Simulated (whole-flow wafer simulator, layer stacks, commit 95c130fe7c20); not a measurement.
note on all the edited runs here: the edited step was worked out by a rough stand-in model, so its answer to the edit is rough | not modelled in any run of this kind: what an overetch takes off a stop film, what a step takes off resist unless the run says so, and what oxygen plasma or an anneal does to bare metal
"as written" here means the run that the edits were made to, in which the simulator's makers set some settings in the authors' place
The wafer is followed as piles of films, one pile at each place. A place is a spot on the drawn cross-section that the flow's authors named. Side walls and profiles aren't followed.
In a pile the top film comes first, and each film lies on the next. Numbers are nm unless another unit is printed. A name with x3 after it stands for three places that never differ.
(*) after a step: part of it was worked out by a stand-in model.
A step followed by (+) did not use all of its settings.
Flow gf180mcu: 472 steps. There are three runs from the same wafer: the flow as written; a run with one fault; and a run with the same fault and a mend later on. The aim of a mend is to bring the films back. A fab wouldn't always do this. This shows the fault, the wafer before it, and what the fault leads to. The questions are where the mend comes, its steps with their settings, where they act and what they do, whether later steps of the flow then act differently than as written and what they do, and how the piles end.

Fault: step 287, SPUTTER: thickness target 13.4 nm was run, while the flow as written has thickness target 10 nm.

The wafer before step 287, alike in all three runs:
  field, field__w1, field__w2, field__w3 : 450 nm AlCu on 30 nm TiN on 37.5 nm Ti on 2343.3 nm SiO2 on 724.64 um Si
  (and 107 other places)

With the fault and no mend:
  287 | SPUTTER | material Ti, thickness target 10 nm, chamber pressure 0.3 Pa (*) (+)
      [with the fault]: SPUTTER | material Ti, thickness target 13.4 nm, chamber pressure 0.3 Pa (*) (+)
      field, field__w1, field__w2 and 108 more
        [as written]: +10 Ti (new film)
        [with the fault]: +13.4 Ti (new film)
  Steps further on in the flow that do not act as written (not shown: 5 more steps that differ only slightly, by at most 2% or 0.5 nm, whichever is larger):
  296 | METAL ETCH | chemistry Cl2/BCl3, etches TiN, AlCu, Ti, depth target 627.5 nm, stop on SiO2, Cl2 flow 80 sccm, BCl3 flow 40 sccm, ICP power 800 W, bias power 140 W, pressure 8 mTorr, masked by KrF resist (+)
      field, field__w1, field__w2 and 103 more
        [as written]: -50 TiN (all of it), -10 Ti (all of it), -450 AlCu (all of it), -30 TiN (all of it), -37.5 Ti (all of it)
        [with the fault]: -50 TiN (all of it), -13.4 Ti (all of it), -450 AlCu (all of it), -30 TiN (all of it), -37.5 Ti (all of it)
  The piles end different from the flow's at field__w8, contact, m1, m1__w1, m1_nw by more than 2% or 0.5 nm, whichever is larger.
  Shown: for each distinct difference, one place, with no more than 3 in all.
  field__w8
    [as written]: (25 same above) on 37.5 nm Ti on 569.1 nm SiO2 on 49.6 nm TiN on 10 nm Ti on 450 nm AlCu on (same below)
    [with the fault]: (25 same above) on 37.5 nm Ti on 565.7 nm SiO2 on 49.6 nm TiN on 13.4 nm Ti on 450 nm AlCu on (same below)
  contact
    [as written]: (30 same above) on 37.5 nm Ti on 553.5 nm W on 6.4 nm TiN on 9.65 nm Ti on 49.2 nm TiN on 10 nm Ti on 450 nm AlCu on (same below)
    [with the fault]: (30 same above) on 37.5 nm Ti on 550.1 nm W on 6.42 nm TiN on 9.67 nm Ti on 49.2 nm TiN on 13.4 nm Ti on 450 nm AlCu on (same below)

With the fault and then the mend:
  The mend follows step 287.
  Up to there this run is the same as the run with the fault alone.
  287a | METAL ETCH | chemistry Cl2/BCl3, etches TiN, AlCu, Ti, depth target 3.4 nm, Cl2 flow 80 sccm, BCl3 flow 40 sccm, ICP power 800 W, bias power 140 W, pressure 8 mTorr (the flow's step 260 again, with other settings)
      field, field__w1, field__w2 and 108 more
        -3.4 Ti
  Later steps of the flow that are run all act as written at every place that is followed.
  The piles end the same as the flow's at every place that both follow.
